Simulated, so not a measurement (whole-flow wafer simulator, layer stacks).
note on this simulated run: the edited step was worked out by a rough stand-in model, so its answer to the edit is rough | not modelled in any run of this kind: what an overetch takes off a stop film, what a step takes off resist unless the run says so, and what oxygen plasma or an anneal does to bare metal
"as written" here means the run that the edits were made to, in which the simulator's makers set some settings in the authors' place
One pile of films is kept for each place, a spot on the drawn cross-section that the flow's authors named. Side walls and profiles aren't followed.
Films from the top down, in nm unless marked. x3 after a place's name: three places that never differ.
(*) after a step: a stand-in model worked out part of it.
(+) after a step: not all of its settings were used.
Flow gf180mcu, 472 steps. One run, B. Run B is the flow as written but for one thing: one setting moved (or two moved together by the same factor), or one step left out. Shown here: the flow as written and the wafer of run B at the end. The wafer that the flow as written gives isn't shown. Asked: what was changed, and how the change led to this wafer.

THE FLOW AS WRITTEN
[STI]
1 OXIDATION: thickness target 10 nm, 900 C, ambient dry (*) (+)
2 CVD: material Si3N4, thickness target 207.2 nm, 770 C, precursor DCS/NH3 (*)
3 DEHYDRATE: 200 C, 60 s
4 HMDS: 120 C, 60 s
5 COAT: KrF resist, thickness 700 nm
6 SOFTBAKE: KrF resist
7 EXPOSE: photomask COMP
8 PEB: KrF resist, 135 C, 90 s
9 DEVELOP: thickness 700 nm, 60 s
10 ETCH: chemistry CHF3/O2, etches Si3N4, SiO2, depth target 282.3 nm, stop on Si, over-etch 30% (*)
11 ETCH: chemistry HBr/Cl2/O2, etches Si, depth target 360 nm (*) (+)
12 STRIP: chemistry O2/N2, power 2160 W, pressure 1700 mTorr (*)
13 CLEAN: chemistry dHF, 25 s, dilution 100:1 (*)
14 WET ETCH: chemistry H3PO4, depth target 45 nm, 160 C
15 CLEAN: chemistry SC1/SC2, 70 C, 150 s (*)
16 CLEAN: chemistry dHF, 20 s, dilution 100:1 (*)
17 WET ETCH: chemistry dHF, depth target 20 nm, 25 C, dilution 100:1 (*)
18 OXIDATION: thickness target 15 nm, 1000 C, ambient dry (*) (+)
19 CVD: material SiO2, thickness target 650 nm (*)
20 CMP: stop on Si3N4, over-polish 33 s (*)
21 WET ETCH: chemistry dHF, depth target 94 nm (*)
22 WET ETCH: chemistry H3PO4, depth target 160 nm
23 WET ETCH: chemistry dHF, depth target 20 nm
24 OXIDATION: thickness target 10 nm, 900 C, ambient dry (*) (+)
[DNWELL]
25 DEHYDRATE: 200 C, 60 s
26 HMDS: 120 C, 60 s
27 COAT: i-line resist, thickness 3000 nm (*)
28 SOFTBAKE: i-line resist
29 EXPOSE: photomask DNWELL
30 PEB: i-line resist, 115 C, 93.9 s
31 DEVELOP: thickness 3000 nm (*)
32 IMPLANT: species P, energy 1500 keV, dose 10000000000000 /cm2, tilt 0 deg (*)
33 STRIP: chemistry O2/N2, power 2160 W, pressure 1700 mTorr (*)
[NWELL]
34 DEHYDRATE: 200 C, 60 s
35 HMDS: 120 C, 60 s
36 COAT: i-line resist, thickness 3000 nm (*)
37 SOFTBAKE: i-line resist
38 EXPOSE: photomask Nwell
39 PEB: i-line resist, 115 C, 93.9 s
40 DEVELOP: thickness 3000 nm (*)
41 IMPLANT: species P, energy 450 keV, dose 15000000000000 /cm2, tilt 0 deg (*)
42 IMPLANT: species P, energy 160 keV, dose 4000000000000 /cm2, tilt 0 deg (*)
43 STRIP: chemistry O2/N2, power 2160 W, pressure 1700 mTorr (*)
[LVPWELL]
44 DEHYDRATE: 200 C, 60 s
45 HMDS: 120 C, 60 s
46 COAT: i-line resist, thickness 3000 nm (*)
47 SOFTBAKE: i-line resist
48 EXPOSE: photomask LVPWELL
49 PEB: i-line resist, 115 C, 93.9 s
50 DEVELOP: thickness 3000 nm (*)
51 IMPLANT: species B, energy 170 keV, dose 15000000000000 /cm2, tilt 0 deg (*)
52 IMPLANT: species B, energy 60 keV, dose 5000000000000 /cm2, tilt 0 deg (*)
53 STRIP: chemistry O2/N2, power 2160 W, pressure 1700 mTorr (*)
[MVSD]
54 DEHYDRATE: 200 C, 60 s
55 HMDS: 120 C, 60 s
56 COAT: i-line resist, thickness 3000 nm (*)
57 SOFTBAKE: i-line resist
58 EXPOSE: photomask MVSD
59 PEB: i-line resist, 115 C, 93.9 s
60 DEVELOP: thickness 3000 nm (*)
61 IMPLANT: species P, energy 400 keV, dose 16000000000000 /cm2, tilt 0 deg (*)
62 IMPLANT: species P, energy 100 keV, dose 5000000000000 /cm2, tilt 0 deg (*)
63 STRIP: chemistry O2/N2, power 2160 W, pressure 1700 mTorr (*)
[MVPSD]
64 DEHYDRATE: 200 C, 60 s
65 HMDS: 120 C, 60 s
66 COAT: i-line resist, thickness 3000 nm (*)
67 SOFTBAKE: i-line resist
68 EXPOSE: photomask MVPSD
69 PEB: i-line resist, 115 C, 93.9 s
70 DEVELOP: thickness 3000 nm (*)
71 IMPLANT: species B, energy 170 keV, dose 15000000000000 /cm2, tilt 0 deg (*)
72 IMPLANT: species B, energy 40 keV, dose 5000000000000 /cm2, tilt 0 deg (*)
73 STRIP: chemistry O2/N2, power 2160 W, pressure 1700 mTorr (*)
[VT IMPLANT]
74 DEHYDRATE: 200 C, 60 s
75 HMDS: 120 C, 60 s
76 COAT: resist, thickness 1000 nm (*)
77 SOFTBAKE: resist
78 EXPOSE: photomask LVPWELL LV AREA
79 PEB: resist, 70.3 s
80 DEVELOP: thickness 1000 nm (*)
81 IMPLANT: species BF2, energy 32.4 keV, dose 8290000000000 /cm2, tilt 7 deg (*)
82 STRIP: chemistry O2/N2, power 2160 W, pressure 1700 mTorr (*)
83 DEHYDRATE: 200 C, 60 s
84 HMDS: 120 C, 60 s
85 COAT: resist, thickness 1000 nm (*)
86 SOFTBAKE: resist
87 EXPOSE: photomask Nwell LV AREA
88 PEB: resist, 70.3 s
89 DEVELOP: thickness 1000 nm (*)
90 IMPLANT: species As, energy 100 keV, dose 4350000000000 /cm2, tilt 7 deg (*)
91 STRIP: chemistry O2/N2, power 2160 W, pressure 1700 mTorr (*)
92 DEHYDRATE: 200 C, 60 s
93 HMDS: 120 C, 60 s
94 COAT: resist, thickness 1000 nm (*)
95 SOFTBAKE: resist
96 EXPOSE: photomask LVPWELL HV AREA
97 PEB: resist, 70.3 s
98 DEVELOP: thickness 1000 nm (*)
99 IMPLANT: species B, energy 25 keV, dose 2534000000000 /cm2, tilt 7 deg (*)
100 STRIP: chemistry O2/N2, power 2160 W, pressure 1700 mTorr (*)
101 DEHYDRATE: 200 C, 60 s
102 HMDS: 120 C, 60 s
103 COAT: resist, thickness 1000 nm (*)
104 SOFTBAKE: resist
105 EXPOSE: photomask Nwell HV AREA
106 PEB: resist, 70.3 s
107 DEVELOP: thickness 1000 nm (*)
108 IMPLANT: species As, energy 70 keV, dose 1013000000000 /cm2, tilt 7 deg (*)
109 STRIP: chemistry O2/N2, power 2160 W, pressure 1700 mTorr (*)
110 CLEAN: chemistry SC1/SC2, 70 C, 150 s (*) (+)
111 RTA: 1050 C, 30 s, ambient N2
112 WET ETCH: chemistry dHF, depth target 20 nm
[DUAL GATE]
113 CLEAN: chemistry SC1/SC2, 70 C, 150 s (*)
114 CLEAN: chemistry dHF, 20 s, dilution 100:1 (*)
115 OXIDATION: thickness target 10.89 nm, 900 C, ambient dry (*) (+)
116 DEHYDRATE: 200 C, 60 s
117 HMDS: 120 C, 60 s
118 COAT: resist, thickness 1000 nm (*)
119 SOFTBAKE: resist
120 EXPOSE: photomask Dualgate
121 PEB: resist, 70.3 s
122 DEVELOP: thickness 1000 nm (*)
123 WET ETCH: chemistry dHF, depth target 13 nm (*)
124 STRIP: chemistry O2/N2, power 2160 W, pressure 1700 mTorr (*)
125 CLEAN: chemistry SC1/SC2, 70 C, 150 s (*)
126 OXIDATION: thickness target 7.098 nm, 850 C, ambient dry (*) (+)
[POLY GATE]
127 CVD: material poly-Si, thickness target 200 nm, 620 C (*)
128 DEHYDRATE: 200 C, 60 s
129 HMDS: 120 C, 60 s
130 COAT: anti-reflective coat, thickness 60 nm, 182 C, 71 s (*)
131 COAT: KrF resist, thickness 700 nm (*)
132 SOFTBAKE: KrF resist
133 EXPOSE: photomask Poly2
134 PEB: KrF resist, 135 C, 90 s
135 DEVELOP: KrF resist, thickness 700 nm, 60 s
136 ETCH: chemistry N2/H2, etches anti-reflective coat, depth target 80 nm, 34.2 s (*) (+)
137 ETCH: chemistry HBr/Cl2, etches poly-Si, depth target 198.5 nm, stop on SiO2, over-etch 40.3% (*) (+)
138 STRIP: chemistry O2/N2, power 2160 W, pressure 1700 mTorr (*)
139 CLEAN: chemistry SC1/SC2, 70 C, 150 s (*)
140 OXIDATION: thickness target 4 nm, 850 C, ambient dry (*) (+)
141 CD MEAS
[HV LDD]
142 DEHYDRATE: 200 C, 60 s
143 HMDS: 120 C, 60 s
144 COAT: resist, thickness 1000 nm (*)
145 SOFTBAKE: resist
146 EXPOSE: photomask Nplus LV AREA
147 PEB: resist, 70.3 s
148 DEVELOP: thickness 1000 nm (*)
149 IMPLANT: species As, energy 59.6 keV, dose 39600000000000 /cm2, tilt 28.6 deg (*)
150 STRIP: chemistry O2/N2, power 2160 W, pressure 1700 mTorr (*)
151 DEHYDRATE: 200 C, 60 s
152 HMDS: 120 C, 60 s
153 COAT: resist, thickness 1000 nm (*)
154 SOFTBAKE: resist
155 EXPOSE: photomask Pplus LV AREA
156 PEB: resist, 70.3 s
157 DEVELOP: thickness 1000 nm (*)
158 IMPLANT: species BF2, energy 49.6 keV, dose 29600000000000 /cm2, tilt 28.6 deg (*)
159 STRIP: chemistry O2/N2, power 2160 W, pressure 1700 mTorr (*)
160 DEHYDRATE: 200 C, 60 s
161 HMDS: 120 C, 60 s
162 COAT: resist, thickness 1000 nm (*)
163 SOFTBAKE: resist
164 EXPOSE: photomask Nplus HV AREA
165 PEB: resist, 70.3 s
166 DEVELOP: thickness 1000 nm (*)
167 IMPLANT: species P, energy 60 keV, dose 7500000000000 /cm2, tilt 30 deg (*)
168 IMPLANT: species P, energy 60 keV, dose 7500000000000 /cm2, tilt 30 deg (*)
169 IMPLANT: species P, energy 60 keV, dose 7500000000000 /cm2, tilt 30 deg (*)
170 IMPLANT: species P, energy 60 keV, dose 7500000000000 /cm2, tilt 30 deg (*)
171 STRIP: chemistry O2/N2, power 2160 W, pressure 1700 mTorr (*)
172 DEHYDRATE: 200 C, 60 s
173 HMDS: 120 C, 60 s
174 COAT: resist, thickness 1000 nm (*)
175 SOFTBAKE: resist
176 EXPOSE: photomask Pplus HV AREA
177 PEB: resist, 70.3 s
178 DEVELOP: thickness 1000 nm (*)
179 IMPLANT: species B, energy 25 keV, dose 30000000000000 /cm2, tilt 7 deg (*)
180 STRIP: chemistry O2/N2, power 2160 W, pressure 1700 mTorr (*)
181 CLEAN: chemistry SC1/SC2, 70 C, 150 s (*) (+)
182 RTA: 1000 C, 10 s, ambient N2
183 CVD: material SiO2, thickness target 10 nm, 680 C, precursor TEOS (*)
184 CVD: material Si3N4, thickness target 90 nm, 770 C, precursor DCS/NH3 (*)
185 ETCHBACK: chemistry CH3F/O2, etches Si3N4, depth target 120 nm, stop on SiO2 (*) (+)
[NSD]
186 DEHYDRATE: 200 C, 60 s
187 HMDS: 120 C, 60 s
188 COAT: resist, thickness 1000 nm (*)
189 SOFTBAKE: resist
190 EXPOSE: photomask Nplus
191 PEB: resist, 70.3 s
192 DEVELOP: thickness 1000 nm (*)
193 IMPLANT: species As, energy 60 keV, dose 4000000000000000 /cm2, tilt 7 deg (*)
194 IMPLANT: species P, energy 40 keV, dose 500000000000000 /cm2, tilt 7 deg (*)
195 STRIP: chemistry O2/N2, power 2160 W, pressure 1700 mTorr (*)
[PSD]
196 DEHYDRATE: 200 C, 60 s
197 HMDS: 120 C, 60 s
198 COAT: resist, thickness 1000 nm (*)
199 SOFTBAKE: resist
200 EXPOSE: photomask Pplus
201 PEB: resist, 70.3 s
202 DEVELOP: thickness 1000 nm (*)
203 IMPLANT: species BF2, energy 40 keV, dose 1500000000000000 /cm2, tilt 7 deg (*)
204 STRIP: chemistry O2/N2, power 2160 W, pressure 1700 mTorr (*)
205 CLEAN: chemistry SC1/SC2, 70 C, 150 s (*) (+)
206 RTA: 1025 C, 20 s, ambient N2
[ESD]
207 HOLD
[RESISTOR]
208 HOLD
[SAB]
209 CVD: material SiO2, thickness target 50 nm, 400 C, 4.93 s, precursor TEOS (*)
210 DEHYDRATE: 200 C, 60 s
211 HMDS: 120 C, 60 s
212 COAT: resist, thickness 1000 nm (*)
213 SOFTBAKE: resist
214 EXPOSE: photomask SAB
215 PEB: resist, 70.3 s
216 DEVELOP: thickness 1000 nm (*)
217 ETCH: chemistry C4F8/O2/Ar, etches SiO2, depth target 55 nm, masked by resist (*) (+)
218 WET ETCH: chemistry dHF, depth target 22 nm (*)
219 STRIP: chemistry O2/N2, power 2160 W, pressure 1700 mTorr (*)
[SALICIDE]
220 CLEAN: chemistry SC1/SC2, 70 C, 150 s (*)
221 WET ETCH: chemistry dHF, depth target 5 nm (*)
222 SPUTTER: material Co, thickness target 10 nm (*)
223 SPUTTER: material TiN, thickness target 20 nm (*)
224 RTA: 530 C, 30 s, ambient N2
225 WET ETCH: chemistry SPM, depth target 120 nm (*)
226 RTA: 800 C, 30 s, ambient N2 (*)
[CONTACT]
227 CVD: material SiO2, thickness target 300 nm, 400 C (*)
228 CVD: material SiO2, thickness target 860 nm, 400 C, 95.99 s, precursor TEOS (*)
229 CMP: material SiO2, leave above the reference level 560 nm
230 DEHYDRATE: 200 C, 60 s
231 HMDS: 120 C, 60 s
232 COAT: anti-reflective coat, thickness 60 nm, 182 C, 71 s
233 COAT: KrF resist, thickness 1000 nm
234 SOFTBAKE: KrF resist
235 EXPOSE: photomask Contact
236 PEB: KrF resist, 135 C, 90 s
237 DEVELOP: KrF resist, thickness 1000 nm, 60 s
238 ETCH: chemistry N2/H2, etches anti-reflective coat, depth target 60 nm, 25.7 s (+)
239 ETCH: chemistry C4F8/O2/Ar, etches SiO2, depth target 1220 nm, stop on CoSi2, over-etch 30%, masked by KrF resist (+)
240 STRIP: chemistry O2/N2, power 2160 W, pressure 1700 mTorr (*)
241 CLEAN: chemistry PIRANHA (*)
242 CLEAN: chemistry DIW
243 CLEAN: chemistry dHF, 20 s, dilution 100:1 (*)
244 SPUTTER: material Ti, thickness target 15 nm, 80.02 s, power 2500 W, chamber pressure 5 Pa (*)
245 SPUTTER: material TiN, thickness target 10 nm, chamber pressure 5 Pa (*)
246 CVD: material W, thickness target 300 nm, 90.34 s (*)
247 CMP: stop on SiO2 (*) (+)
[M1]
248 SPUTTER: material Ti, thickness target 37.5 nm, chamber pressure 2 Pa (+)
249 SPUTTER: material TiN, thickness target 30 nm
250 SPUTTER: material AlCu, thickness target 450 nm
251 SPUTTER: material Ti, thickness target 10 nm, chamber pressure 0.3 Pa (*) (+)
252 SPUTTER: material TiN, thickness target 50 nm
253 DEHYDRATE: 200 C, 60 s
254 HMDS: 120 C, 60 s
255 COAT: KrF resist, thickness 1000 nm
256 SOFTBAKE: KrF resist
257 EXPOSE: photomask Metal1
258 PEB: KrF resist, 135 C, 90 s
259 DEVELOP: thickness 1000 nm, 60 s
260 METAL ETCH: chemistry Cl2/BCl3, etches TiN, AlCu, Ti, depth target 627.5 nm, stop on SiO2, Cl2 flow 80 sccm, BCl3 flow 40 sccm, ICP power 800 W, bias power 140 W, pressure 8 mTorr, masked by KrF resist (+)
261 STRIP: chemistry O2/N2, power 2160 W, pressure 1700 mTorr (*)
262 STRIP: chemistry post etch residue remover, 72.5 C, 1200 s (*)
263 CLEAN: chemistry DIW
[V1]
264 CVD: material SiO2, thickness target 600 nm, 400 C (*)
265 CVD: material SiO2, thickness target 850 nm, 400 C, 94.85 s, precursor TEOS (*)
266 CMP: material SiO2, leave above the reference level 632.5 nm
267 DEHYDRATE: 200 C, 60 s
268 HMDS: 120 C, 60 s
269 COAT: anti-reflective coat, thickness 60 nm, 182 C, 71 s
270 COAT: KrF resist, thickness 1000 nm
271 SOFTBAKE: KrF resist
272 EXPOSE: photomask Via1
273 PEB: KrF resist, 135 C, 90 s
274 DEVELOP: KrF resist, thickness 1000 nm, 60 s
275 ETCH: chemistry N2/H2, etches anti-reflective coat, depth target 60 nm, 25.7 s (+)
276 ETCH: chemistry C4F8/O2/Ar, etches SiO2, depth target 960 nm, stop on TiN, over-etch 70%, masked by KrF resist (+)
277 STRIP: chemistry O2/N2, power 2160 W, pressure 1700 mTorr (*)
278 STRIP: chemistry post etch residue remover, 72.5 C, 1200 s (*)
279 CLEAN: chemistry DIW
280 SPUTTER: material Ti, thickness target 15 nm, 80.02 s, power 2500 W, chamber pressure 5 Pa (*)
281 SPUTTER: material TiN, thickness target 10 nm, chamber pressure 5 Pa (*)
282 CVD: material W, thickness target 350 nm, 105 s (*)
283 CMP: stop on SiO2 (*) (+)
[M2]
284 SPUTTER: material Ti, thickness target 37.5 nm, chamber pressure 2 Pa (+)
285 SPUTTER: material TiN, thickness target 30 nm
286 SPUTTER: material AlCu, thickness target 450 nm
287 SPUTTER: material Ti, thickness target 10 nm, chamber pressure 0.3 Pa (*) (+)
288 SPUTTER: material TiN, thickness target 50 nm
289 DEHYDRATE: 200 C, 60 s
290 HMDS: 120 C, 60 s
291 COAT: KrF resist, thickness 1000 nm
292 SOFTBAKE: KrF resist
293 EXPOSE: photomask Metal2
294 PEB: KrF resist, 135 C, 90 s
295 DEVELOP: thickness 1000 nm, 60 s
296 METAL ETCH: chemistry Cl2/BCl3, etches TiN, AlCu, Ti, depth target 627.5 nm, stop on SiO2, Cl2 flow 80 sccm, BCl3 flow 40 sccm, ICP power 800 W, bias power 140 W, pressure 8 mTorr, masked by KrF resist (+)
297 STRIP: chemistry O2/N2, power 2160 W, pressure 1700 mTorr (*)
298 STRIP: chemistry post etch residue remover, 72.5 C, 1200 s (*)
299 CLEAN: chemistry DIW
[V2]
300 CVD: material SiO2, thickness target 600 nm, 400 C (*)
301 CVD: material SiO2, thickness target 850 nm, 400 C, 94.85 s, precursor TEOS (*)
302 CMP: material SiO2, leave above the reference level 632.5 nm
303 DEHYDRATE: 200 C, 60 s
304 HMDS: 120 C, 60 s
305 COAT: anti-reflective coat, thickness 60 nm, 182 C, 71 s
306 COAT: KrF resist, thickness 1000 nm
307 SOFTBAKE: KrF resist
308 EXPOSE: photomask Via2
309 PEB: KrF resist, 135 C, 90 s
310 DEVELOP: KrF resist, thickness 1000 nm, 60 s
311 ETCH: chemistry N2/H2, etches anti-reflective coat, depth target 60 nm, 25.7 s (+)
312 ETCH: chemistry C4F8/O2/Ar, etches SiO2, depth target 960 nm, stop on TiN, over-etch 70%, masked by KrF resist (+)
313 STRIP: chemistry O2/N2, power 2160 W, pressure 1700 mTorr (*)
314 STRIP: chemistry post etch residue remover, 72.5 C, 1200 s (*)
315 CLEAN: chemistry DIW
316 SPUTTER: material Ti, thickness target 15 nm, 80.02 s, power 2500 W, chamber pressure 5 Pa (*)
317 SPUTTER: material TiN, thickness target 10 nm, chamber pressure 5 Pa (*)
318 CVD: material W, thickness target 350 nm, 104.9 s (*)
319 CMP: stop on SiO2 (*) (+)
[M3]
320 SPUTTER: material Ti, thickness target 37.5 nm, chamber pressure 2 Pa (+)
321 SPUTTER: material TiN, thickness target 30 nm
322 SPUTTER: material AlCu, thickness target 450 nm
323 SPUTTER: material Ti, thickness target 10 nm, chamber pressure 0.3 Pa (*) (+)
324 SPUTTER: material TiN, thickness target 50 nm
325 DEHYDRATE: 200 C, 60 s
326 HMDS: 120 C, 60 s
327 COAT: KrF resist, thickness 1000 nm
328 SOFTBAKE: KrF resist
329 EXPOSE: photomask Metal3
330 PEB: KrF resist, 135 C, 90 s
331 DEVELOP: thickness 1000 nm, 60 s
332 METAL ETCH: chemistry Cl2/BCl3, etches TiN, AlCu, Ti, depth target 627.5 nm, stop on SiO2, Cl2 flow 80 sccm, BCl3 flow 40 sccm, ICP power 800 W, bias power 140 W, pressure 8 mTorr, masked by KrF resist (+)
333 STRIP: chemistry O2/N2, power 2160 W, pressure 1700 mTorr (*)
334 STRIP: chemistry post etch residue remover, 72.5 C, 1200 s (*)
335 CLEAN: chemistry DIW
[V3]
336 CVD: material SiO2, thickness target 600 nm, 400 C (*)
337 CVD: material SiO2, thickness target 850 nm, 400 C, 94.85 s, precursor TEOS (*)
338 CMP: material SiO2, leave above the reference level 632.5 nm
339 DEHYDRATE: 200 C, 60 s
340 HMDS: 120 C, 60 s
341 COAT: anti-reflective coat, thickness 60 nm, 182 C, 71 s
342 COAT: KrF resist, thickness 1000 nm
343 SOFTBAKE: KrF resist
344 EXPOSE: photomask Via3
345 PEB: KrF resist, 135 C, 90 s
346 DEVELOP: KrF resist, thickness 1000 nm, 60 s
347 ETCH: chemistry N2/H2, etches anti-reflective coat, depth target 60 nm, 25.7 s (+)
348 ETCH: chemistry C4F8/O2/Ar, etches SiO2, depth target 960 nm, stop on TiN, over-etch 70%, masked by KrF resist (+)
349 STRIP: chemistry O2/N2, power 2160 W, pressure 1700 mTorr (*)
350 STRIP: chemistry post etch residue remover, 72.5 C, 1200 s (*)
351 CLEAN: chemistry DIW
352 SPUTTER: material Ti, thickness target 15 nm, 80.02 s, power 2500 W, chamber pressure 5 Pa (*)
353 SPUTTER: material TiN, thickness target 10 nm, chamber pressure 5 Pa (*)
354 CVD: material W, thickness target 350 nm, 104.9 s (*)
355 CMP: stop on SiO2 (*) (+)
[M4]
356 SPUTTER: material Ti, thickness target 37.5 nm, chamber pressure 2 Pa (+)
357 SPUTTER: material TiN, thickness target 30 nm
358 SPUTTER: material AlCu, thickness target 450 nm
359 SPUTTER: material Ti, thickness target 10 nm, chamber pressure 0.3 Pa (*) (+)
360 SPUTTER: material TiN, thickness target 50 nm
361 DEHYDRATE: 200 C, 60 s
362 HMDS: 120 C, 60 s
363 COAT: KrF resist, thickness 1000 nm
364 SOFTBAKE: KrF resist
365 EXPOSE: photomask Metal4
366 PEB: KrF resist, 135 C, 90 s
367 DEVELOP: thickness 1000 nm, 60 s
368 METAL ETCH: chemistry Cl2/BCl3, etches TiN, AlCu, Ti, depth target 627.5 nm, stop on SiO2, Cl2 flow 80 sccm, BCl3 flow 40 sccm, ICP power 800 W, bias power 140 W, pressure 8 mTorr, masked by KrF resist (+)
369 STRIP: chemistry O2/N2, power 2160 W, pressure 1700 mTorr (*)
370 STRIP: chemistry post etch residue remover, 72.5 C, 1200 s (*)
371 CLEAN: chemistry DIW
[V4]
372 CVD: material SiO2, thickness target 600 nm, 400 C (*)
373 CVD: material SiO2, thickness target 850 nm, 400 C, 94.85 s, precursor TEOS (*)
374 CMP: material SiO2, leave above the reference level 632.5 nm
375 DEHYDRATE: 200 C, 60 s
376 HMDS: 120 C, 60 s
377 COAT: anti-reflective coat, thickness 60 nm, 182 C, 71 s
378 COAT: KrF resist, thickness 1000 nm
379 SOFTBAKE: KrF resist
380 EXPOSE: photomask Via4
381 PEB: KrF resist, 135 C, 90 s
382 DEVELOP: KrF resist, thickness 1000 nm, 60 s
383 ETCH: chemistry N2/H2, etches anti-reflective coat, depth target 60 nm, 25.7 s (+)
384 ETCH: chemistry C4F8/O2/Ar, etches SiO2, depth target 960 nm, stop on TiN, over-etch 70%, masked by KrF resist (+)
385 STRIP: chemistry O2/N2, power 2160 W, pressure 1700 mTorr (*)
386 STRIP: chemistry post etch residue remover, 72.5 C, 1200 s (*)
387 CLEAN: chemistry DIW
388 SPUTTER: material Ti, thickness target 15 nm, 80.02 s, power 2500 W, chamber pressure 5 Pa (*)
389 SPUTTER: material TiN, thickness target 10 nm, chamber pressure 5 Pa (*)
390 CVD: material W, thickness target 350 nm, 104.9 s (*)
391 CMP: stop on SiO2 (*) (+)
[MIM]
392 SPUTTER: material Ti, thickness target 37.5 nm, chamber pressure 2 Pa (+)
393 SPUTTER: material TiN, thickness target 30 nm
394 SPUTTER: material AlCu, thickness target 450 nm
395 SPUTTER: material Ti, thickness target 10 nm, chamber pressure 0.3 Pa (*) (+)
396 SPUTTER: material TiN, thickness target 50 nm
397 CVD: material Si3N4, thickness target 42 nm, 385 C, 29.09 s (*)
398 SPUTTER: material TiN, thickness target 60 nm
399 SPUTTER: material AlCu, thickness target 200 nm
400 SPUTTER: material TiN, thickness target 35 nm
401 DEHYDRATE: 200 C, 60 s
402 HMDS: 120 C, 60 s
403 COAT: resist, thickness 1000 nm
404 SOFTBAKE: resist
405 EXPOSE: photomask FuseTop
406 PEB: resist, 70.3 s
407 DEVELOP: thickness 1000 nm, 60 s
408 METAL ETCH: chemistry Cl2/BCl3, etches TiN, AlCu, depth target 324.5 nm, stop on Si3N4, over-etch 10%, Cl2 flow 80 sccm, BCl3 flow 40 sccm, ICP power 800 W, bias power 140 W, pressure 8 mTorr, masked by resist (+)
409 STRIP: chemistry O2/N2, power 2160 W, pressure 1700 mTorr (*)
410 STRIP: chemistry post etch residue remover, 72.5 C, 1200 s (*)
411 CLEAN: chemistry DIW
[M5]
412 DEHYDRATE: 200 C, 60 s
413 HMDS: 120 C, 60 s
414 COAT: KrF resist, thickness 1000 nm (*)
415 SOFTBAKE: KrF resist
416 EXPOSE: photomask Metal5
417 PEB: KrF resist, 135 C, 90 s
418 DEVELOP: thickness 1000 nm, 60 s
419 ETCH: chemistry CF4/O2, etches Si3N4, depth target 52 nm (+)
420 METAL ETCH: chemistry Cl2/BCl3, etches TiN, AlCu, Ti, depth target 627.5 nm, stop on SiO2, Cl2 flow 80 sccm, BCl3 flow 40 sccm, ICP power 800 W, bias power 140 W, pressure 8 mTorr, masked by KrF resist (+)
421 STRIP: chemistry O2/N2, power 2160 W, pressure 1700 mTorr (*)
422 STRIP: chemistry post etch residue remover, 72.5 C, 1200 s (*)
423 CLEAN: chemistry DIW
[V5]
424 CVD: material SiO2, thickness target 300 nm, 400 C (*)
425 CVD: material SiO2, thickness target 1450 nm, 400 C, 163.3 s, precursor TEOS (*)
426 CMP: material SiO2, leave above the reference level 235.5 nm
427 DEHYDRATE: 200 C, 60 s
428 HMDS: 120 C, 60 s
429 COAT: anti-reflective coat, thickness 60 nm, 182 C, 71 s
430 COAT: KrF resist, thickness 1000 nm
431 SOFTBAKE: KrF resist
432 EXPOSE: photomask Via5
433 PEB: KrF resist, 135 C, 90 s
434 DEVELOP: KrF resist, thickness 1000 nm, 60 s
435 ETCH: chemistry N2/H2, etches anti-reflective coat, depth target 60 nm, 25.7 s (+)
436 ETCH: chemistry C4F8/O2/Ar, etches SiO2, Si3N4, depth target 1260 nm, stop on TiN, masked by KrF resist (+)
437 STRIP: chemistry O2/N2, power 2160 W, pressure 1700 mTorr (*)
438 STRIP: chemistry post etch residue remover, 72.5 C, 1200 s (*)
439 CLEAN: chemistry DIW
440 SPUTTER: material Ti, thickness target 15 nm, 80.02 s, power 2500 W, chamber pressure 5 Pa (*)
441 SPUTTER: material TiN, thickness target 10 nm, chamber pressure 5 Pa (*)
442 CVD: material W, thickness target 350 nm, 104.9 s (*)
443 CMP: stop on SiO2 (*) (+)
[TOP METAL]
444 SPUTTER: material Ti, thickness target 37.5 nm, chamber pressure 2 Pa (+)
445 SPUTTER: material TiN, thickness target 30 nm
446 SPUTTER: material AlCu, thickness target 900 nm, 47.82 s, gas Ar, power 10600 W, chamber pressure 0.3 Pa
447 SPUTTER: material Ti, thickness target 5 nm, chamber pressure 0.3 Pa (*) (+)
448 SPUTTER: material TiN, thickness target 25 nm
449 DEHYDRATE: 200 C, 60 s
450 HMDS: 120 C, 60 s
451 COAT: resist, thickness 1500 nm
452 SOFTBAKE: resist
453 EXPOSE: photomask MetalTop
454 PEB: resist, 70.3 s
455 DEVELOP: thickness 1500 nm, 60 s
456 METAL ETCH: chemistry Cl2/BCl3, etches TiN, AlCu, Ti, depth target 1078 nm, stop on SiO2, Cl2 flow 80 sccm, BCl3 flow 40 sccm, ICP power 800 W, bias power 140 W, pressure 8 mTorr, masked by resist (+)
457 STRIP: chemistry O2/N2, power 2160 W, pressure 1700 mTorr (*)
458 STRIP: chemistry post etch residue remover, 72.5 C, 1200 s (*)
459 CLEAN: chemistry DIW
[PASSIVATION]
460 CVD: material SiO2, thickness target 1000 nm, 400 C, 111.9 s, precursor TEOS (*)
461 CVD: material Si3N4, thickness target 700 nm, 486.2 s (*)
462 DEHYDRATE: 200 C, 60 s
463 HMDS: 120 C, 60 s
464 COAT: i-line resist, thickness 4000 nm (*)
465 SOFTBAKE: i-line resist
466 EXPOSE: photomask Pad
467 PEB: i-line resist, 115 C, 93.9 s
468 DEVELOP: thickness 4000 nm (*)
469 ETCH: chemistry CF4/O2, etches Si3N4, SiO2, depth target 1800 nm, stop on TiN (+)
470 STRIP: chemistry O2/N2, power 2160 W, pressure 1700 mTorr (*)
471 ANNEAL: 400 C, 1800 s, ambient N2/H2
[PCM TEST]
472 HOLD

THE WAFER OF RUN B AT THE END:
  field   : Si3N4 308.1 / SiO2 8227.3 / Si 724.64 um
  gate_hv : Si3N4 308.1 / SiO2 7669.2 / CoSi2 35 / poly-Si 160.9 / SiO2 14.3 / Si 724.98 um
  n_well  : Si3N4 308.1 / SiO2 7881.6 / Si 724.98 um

The cause: step 461, CVD: thickness target 308 nm was run, where the flow has thickness target 700 nm; step 461, CVD: 213.9 s was run, where the flow has 486.2 s.

How the change led to this, step by step:
  461 CVD: material Si3N4, thickness target 700 nm, 486.2 s (*)
      field, field__w1, field__w2 and 109 more: Si3N4 +308.1 (new film) (as written it would be: Si3N4 +700 (new film))
  465 SOFTBAKE: i-line resist
      field__w11, field__w13: i-line resist +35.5 (as written it would be: i-line resist +37.6)
      ld_acc_p, ld_fp_p: i-line resist +31.6 (as written it would be: i-line resist +33.8)
      (and at 55 more places)
  469 ETCH: chemistry CF4/O2, etches Si3N4, SiO2, depth target 1800 nm, stop on TiN (+)
      pad: Si3N4 -308.1 (all of it), SiO2 -1000 (all of it) (as written it would be: Si3N4 -700 (all of it), SiO2 -1000 (all of it))
